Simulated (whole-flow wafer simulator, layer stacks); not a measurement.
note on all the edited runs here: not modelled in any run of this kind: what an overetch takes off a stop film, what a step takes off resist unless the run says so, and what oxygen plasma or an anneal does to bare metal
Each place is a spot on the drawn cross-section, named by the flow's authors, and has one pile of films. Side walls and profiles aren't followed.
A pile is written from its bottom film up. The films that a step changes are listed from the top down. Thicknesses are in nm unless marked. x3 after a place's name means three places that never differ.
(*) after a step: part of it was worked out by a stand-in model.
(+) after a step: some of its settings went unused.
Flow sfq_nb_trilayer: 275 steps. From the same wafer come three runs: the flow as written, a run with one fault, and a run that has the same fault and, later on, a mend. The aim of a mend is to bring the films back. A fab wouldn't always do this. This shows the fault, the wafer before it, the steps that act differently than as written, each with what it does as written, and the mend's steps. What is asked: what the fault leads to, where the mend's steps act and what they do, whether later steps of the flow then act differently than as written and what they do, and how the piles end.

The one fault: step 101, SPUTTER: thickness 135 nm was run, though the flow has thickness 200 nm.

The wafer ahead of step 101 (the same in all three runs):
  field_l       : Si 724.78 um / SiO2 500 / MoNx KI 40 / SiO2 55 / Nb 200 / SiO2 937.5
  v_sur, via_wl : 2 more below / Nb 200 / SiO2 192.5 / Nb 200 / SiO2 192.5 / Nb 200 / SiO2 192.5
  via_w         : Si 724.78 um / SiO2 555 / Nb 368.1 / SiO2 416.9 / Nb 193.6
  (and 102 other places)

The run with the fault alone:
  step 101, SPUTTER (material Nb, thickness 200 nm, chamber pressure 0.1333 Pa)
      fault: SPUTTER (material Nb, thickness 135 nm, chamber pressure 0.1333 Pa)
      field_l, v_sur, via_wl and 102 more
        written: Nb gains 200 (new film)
        fault: Nb gains 135 (new film)
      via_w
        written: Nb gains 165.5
        fault: Nb gains 111.4
  Steps further on in the flow that do not act as written (4 more steps, not shown, differ only slightly: by at most 2% or 0.5 nm, whichever is larger):
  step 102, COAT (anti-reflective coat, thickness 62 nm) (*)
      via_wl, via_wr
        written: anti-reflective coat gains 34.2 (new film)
        fault: anti-reflective coat gains 32.6 (new film)
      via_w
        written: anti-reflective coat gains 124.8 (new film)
        fault: anti-reflective coat gains 121.5 (new film)
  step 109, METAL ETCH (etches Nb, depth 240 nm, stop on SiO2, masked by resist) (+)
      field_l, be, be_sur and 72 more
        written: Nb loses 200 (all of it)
        fault: Nb loses 135 (all of it)
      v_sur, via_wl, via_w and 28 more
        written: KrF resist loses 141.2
        fault: KrF resist loses 119.1
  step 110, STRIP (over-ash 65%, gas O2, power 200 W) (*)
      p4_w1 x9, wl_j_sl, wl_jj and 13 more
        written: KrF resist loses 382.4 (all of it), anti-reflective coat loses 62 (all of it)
        fault: KrF resist loses 404.4 (all of it), anti-reflective coat loses 62 (all of it)
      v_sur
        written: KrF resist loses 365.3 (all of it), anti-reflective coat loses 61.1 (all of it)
        fault: KrF resist loses 388 (all of it), anti-reflective coat loses 60.8 (all of it)
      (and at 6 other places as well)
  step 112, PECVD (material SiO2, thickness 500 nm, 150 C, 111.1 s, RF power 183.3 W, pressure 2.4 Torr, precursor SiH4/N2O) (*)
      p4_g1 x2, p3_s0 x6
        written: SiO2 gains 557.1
        fault: SiO2 gains 500
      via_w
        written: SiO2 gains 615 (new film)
        fault: SiO2 gains 597.5 (new film)
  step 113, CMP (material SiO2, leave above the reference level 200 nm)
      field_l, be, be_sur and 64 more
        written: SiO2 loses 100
        fault: SiO2 loses 165
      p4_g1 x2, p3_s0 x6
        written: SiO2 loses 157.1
        fault: SiO2 loses 165
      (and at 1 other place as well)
  At field_l, v_sur, via_wl and 102 more, the piles at the end differ from the flow's by more than 2% or 0.5 nm, whichever is larger.
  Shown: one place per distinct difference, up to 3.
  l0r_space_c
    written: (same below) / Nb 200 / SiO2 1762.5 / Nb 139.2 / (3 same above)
    fault: (same below) / Nb 200 / SiO2 1697.5 / Nb 139.2 / (3 same above)
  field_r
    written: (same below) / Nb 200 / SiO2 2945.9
    fault: (same below) / Nb 200 / SiO2 2880.9
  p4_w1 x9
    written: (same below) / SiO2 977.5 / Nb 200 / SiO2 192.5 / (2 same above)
    fault: (same below) / SiO2 977.5 / Nb 135 / SiO2 192.5 / (2 same above)

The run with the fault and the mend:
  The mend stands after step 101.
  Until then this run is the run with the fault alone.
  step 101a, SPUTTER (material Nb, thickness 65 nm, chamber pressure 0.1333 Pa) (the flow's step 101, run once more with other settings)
      field_l, v_sur, via_wl and 102 more
        Nb gains 65
      via_w
        Nb gains 51.2
  None of the later steps of the flow differs from how it acts as written, at any place that is followed, by more than 2% or 0.5 nm, whichever is larger.
  When the end is reached, the piles differ only a little from the flow's at the places that both follow, at most by 2% or 0.5 nm, whichever is larger.
